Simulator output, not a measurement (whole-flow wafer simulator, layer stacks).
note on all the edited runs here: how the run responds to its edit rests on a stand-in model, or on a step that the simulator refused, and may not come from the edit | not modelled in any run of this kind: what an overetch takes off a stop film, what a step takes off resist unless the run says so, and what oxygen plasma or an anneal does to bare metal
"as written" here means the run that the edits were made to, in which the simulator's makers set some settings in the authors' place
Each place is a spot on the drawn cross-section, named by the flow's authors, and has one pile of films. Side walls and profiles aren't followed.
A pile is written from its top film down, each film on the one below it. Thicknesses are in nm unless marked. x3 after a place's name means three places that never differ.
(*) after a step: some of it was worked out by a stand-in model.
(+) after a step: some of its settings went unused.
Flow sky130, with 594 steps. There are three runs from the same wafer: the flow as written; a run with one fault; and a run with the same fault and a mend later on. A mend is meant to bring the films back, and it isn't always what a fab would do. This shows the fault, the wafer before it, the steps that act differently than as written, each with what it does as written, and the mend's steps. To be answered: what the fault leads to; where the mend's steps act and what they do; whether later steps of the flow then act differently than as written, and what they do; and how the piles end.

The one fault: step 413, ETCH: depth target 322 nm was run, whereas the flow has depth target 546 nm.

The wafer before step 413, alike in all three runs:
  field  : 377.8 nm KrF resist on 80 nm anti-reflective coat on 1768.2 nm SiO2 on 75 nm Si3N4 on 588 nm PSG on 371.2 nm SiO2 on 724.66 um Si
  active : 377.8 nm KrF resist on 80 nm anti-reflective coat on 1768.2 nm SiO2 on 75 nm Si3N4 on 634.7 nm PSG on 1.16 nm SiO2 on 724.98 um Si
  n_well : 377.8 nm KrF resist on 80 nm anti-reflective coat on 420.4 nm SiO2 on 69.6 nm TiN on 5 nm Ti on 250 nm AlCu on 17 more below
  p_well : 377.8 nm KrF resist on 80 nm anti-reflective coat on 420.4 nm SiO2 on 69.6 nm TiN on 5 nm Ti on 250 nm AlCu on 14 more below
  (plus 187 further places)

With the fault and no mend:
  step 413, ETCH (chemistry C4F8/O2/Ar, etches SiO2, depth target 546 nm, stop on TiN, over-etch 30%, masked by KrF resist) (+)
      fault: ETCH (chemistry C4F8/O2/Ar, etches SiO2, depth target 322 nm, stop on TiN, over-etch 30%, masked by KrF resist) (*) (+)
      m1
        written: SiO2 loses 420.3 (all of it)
        fault: SiO2 loses 322
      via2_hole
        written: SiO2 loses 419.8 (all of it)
        fault: SiO2 loses 322
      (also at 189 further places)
  Steps further on in the flow that do not act as written (1 more step, not shown, differs only slightly: by at most 2% or 0.5 nm, whichever is larger):
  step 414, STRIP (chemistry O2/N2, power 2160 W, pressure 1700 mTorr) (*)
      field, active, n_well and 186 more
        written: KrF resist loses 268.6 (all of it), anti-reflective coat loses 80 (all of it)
        fault: KrF resist loses 313.4 (all of it), anti-reflective coat loses 80 (all of it)
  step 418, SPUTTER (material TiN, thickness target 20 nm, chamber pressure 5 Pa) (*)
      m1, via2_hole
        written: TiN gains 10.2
        fault: TiN gains 11.5 (new film)
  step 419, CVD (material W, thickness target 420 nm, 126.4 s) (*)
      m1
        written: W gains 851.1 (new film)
        fault: W gains 751.1 (new film)
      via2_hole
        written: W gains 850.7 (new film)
        fault: W gains 751.1 (new film)
  The piles end different from the flow's at m1, via2_hole by more than 2% or 0.5 nm, whichever is larger.
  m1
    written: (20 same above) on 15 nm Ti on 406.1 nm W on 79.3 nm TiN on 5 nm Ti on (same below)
    fault: (20 same above) on 15 nm Ti on 306.1 nm W on 11.5 nm TiN on 98.3 nm SiO2 on 69.6 nm TiN on 5 nm Ti on (same below)
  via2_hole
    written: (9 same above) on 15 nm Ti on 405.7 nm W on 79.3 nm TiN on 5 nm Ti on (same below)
    fault: (9 same above) on 15 nm Ti on 306.1 nm W on 11.5 nm TiN on 97.8 nm SiO2 on 69.6 nm TiN on 5 nm Ti on (same below)

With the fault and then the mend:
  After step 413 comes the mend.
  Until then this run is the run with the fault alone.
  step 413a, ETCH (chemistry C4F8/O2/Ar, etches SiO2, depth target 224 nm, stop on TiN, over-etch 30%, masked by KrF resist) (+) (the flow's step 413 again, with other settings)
      field, active, n_well and 186 more
        KrF resist loses 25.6
      m1
        SiO2 loses 98.3 (all of it)
      via2_hole
        SiO2 loses 97.8 (all of it)
  Steps further on in the flow that do not act as written:
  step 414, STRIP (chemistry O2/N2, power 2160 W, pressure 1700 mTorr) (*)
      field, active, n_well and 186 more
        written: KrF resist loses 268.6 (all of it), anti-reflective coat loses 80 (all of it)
        mend: KrF resist loses 287.9 (all of it), anti-reflective coat loses 80 (all of it)
  By the end, the piles equal the flow's at every place that both follow.
